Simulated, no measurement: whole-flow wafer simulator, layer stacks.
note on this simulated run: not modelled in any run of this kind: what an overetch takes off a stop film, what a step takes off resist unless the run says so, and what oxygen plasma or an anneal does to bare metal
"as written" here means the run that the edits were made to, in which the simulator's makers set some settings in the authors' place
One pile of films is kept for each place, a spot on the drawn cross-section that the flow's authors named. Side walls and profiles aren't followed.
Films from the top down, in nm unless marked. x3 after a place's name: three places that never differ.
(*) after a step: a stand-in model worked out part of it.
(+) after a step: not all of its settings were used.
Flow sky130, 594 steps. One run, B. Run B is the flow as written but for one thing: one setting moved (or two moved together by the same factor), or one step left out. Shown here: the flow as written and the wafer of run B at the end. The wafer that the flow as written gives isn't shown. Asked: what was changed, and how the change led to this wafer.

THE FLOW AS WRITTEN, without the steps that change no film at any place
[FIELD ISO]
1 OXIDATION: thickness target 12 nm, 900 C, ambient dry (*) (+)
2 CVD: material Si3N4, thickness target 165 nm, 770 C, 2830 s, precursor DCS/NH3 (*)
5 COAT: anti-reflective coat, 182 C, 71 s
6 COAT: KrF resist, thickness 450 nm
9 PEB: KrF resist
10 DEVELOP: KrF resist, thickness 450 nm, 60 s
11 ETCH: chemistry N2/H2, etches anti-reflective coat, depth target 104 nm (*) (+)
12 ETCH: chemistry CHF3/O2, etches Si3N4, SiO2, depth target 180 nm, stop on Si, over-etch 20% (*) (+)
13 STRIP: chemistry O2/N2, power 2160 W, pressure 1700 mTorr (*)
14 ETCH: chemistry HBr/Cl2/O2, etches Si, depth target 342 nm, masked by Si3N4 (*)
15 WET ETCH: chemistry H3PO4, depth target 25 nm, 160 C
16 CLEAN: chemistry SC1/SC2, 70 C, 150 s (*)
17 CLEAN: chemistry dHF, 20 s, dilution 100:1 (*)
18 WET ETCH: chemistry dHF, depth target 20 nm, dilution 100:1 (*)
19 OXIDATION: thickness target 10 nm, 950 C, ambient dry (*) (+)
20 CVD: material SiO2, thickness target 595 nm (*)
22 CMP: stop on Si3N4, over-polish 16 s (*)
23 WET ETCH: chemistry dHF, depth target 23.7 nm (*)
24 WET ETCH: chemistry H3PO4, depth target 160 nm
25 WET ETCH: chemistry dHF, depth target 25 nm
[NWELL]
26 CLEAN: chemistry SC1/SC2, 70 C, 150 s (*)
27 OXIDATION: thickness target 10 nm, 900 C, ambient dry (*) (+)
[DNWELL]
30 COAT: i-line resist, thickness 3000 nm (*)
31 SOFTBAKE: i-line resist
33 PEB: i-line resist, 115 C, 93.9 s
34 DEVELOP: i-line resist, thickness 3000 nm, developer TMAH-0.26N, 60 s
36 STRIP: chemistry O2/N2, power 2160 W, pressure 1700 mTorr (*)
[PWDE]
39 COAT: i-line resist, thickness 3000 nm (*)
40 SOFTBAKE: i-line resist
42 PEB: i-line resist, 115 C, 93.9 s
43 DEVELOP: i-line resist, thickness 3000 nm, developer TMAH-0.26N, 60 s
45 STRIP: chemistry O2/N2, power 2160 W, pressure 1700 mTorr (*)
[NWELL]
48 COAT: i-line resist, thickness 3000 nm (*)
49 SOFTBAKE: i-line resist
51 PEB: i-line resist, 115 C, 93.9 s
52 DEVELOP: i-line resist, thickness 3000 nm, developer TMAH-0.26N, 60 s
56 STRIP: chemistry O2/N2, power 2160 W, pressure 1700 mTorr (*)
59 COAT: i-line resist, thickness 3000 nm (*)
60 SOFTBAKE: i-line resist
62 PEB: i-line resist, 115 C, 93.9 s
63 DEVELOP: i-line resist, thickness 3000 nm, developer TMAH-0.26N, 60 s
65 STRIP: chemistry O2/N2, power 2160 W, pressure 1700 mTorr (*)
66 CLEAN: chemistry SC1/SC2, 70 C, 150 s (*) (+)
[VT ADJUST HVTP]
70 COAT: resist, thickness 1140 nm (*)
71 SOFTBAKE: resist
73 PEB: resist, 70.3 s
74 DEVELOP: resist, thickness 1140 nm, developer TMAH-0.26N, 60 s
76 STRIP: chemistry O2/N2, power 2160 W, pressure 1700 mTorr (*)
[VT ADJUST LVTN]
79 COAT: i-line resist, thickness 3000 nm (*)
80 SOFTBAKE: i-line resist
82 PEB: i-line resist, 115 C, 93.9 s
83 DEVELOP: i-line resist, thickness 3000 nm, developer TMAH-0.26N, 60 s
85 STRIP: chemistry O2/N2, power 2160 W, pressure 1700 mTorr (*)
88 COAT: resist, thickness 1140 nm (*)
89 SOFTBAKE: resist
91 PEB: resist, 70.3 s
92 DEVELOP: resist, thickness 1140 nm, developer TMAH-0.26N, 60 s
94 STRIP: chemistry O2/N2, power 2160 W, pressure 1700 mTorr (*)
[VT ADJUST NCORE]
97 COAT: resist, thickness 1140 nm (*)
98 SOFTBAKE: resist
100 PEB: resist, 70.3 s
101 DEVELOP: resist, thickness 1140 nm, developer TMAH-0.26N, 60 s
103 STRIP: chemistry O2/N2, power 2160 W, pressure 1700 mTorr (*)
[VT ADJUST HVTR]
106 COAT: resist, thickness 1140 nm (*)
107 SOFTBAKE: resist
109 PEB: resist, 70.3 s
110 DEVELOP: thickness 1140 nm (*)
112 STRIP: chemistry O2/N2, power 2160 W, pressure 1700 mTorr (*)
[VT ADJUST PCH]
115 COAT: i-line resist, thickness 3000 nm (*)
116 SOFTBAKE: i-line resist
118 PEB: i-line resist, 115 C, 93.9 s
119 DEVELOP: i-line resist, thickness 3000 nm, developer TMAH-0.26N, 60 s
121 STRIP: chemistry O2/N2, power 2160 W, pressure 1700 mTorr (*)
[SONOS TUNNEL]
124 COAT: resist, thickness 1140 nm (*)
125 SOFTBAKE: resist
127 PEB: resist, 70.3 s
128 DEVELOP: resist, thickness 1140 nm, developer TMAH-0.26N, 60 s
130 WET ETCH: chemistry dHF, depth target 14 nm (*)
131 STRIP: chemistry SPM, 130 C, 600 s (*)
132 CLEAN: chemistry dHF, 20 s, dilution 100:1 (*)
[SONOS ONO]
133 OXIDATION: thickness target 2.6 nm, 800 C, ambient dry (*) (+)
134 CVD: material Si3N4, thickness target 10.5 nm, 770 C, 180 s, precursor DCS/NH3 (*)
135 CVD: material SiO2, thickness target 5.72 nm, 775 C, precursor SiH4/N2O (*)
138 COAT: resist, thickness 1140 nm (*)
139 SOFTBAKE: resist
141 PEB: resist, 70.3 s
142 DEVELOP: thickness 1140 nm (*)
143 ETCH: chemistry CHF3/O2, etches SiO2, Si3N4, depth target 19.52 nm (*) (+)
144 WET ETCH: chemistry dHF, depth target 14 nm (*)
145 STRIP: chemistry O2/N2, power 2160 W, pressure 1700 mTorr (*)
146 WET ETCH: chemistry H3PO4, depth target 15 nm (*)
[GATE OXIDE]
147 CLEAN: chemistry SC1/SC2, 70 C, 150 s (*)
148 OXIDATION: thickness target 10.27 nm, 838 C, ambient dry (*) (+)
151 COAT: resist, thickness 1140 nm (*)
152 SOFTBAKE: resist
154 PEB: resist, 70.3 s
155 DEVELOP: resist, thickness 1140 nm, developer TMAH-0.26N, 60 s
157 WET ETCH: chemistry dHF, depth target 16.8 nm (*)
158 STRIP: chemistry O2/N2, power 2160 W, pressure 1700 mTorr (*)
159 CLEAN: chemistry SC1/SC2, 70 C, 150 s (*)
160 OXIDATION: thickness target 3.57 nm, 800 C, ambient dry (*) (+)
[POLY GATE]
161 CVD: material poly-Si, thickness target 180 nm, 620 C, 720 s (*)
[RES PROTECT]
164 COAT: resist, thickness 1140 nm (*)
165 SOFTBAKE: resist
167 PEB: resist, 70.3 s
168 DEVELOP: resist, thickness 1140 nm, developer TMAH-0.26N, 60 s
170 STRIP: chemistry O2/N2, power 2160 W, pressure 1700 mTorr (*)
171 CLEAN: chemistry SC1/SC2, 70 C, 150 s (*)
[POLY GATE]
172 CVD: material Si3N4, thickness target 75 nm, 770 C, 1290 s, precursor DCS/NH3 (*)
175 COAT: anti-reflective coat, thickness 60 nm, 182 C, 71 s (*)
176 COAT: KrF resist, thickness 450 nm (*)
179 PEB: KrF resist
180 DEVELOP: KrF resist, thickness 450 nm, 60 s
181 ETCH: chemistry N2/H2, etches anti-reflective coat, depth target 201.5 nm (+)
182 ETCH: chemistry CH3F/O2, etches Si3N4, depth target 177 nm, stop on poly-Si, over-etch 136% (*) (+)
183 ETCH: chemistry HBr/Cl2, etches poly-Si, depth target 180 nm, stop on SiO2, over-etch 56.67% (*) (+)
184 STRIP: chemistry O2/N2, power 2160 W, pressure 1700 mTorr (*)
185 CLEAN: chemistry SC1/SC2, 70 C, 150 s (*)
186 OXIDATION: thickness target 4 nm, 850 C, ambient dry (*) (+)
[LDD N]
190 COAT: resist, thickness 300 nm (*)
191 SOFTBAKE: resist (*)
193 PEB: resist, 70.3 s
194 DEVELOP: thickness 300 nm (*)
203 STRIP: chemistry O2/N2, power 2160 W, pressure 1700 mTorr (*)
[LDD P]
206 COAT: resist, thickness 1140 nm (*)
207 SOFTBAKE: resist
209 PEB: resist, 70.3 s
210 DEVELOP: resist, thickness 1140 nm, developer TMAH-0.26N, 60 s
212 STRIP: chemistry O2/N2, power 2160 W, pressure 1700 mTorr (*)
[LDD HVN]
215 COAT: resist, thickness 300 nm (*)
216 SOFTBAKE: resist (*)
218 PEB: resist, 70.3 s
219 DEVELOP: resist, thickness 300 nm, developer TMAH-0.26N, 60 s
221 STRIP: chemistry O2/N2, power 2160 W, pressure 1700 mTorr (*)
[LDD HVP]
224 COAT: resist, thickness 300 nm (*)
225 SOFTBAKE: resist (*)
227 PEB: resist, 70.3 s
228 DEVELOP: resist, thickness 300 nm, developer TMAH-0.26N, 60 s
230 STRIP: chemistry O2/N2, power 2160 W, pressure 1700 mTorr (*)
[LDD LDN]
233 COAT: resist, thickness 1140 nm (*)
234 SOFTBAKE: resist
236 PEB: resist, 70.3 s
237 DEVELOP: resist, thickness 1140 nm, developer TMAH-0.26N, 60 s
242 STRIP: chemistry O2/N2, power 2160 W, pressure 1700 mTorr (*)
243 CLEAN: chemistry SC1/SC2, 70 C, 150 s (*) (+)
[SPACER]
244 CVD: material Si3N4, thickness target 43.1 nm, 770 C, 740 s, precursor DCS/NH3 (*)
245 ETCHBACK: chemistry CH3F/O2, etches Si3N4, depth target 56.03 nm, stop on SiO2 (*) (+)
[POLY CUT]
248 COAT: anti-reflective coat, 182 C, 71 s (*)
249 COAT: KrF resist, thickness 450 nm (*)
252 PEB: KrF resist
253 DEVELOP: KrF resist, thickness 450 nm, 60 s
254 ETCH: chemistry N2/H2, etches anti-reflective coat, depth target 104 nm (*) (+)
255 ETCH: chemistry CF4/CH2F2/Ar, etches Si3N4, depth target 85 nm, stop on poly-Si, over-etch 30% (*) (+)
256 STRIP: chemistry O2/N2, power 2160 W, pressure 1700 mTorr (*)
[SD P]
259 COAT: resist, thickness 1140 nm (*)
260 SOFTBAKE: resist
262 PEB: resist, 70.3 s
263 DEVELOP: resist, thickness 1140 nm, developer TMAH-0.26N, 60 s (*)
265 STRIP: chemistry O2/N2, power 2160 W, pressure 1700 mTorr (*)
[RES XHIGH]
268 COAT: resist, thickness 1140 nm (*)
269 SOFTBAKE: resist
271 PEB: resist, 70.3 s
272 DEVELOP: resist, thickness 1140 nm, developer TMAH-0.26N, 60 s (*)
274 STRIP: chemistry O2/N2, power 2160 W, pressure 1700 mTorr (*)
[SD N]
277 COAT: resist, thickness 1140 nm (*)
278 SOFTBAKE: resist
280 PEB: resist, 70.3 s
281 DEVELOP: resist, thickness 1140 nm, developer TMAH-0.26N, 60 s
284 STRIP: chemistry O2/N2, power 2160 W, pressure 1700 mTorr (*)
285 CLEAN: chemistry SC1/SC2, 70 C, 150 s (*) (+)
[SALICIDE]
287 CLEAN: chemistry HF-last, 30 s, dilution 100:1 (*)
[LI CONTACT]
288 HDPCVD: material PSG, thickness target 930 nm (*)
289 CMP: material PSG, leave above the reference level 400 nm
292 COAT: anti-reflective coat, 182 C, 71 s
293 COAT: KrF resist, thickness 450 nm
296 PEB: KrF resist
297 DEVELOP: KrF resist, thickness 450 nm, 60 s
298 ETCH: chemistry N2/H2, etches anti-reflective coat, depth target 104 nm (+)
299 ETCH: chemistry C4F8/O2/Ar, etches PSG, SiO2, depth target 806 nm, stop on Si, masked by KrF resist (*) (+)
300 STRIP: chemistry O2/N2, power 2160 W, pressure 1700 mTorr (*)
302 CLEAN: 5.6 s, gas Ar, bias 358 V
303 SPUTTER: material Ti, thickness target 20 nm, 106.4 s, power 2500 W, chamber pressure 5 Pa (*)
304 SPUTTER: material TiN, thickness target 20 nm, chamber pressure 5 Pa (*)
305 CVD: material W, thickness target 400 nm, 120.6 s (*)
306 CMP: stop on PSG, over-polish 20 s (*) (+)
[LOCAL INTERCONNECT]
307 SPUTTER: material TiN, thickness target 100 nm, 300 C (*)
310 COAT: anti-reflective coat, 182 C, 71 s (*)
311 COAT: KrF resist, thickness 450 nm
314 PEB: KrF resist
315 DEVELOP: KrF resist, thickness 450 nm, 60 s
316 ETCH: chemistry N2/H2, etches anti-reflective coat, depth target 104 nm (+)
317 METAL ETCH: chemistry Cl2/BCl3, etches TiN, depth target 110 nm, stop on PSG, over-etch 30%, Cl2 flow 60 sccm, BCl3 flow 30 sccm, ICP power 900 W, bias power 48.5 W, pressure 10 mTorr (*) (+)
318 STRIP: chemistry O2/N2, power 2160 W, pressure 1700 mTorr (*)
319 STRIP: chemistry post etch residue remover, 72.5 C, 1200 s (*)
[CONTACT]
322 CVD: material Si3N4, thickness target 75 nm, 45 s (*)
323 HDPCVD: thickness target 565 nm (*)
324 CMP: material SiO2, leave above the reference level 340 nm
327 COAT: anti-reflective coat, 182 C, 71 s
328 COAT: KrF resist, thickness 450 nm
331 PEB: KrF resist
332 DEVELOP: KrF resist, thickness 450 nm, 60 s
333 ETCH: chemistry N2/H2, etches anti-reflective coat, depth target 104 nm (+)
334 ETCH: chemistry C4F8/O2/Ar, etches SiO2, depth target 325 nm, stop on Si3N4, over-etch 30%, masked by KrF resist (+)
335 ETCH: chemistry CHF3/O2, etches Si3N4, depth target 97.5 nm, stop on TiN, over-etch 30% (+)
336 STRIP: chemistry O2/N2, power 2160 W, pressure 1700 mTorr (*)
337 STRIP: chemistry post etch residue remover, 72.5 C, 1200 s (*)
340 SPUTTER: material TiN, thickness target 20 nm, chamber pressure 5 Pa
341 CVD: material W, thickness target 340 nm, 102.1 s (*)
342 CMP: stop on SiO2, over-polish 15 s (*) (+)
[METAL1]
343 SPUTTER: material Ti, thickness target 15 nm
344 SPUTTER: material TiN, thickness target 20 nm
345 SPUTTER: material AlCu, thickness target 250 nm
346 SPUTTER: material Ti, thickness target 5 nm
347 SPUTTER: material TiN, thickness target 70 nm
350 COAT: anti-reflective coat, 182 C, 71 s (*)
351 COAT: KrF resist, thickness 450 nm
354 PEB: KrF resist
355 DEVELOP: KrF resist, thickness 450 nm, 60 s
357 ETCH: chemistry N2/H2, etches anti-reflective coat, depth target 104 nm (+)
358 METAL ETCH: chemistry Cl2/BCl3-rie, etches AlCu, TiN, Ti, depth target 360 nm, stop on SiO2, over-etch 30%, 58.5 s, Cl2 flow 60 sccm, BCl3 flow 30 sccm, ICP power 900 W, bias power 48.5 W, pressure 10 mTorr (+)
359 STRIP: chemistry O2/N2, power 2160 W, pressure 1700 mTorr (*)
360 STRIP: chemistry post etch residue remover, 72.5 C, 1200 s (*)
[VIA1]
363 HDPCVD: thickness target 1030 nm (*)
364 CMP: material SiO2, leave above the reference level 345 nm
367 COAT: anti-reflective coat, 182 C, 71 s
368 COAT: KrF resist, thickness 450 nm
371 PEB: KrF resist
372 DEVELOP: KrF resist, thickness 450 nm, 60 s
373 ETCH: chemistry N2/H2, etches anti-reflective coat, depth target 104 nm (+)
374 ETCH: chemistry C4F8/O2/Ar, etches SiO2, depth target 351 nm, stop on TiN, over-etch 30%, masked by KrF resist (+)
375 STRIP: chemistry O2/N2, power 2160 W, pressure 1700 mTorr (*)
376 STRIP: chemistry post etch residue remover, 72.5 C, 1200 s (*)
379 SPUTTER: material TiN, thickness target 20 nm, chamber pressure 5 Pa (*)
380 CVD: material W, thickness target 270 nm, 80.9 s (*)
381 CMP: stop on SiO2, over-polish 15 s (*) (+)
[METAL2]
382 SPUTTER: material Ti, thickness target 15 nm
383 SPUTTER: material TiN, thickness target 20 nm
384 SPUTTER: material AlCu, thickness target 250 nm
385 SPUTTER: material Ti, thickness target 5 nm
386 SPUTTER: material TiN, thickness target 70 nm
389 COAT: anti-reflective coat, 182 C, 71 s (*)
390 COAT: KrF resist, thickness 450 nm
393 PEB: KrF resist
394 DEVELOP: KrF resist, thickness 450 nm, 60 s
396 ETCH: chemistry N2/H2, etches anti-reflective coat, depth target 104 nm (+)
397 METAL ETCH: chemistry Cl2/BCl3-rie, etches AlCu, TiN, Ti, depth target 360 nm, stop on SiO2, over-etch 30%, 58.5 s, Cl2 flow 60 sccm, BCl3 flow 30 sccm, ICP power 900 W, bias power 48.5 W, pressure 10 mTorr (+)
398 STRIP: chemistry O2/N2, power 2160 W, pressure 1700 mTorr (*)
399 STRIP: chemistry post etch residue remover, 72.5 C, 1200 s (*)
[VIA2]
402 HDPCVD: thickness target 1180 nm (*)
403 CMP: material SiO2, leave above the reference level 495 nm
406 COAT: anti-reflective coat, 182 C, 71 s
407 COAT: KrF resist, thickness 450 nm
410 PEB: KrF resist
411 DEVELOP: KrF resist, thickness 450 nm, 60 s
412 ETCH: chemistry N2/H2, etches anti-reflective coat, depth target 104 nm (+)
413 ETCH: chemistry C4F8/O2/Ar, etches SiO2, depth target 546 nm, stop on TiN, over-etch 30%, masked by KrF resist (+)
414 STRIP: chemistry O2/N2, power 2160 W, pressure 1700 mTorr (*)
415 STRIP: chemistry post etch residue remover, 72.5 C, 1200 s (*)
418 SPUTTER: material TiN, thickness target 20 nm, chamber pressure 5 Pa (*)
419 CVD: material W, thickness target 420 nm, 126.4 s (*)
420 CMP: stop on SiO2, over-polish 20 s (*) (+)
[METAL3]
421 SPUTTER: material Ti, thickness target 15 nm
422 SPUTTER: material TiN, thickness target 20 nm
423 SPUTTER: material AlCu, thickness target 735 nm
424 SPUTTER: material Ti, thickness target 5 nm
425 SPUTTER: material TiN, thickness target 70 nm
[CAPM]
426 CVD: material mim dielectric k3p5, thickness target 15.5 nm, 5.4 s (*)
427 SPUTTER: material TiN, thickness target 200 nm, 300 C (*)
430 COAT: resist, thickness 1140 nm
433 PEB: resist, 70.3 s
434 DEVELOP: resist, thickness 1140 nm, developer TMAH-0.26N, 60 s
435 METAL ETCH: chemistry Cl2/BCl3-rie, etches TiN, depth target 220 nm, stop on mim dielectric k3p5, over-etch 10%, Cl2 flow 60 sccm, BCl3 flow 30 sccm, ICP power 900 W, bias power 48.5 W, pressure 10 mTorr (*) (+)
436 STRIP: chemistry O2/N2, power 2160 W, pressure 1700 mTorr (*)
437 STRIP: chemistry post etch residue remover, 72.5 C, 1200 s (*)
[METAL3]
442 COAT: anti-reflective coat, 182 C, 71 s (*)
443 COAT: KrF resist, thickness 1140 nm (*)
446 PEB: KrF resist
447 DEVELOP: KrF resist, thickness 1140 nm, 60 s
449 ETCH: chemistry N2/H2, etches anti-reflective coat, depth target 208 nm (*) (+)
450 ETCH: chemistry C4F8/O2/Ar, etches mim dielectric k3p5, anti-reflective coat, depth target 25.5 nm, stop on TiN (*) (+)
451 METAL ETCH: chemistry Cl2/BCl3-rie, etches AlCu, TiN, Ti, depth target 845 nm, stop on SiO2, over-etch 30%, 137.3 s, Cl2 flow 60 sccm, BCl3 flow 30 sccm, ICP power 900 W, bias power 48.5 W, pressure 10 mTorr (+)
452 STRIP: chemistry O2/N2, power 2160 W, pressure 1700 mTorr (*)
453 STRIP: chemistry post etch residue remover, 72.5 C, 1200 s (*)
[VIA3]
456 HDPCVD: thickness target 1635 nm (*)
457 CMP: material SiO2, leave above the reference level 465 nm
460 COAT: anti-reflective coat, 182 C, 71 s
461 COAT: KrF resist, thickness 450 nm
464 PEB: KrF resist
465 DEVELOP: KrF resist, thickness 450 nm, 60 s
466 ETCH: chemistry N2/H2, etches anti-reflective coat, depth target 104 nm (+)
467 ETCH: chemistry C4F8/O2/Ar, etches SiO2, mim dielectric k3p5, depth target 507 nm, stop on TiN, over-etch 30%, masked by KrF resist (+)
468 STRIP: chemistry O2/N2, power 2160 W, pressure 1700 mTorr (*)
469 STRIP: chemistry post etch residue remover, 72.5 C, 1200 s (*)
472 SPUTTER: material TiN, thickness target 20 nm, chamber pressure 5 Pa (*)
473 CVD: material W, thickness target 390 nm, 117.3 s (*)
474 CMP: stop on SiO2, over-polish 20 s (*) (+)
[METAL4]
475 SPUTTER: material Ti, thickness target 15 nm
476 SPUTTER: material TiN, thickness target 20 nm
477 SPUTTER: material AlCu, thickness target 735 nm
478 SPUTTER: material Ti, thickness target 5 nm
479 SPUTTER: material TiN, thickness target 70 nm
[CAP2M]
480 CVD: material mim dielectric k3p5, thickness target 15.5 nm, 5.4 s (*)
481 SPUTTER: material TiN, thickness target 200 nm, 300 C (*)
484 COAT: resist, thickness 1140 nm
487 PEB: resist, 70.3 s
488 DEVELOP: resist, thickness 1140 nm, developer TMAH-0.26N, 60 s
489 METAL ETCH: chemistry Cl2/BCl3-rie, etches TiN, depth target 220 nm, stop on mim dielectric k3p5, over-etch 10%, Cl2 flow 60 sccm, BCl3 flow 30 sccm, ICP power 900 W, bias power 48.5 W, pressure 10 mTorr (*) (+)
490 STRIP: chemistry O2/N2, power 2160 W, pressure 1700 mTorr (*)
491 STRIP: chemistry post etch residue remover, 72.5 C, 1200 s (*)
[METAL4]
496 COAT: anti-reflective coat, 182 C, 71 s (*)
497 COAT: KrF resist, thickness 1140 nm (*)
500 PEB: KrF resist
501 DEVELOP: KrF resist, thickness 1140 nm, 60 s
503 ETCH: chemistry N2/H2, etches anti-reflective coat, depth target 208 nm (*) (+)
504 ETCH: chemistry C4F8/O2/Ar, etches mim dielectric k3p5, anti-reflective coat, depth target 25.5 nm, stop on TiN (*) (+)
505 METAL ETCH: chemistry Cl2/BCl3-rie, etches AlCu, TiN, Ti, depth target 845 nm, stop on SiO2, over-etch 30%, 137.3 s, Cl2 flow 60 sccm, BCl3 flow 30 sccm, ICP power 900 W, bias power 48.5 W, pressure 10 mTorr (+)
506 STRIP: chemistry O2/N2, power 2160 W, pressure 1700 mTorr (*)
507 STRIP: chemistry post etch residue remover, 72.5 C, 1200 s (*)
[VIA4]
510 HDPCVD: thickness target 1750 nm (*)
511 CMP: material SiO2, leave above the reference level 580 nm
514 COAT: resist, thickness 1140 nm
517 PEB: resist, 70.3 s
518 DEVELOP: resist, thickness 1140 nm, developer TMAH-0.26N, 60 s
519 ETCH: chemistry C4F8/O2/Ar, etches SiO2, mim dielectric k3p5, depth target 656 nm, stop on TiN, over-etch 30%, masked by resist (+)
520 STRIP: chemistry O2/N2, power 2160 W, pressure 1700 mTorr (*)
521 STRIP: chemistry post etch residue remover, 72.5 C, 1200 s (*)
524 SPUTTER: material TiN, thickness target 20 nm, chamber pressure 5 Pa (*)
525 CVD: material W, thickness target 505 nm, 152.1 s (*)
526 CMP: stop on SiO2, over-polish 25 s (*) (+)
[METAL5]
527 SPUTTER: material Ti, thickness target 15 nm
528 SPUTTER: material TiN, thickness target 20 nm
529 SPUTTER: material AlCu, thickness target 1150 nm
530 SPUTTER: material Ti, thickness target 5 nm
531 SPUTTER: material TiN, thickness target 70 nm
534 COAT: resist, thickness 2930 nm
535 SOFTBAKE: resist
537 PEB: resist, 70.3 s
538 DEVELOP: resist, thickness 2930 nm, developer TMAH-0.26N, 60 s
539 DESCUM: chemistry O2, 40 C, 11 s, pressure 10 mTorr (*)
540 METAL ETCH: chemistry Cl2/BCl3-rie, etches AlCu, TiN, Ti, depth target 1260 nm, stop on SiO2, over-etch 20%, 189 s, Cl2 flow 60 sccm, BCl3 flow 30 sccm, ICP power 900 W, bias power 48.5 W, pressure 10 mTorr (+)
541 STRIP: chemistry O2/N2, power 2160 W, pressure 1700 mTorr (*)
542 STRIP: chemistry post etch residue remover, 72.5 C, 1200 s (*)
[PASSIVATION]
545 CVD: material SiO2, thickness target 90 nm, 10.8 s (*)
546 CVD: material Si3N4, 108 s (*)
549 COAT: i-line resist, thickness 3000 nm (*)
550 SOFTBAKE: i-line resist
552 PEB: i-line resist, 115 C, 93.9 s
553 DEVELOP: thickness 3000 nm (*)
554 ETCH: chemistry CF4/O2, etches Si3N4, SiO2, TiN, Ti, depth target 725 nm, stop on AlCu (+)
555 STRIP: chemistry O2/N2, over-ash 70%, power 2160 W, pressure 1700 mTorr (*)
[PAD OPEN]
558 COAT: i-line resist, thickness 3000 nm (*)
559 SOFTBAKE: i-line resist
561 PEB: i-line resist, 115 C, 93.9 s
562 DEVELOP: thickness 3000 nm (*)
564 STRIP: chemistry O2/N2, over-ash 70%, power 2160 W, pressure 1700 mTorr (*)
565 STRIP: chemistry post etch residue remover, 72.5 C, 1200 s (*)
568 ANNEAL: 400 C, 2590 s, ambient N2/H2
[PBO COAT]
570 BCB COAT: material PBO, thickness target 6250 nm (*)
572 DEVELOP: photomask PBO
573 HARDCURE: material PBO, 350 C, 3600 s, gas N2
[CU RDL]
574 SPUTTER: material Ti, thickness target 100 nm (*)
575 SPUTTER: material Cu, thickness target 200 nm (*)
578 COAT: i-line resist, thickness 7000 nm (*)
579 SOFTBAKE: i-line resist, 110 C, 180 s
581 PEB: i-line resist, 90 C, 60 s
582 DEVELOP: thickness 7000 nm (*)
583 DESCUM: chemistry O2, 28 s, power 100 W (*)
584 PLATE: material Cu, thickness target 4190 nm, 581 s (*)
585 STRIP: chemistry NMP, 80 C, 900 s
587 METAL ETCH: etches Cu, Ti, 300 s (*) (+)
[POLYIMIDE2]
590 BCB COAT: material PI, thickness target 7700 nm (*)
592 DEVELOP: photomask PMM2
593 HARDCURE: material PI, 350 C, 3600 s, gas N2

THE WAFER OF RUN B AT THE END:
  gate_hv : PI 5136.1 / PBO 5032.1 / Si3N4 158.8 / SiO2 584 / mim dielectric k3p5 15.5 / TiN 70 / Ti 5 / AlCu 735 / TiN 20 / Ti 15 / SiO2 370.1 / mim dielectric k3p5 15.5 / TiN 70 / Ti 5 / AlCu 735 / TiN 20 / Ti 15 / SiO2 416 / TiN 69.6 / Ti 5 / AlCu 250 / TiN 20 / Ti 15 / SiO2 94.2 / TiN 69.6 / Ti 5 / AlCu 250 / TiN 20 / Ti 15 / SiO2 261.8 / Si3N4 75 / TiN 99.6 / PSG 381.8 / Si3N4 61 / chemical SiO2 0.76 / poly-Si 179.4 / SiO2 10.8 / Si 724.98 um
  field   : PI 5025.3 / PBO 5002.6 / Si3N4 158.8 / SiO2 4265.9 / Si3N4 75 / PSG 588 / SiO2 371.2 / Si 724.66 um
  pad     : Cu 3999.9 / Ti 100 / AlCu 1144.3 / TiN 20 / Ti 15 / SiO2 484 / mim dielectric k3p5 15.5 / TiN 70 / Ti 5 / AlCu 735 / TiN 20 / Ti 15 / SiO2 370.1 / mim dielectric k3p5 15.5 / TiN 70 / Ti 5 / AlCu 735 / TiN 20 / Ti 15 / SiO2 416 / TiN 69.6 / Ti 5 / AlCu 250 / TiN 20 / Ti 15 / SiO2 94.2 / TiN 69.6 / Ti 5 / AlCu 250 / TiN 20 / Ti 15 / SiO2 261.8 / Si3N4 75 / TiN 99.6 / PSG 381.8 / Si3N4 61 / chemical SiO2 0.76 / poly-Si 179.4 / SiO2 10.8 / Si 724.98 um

The cause: step 364, CMP: leave above the reference level 172 nm was run, where the flow has leave above the reference level 345 nm.

How the change led to this, step by step:
  364 CMP: material SiO2, leave above the reference level 345 nm
      n_well, p_well, gate_hv and 100 more: SiO2 -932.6 (as written it would be: SiO2 -759.6)
      field, active, gate and 81 more: SiO2 -562.1 (as written it would be: SiO2 -389.1)
      (and at 4 more places)
  374 ETCH: chemistry C4F8/O2/Ar, etches SiO2, depth target 351 nm, stop on TiN, over-etch 30%, masked by KrF resist (+)
      field, active, n_well and 186 more: KrF resist -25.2 (as written it would be: KrF resist -70.1)
      m1, via1_hole: SiO2 -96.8 (all of it) (as written it would be: SiO2 -269.8 (all of it))
  375 STRIP: chemistry O2/N2, power 2160 W, pressure 1700 mTorr (*)
      field, active, n_well and 186 more: KrF resist -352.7 (all of it), anti-reflective coat -80 (all of it) (as written it would be: KrF resist -307.7 (all of it), anti-reflective coat -80 (all of it))
  379 SPUTTER: material TiN, thickness target 20 nm, chamber pressure 5 Pa (*)
      m1: TiN +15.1 (as written it would be: TiN +11)
      via1_hole: TiN +15.1 (as written it would be: TiN +10.9)
  380 CVD: material W, thickness target 270 nm, 80.9 s (*)
      m1: W +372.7 (new film) (as written it would be: W +549.9 (new film))
      via1_hole: W +372.8 (new film) (as written it would be: W +549.9 (new film))
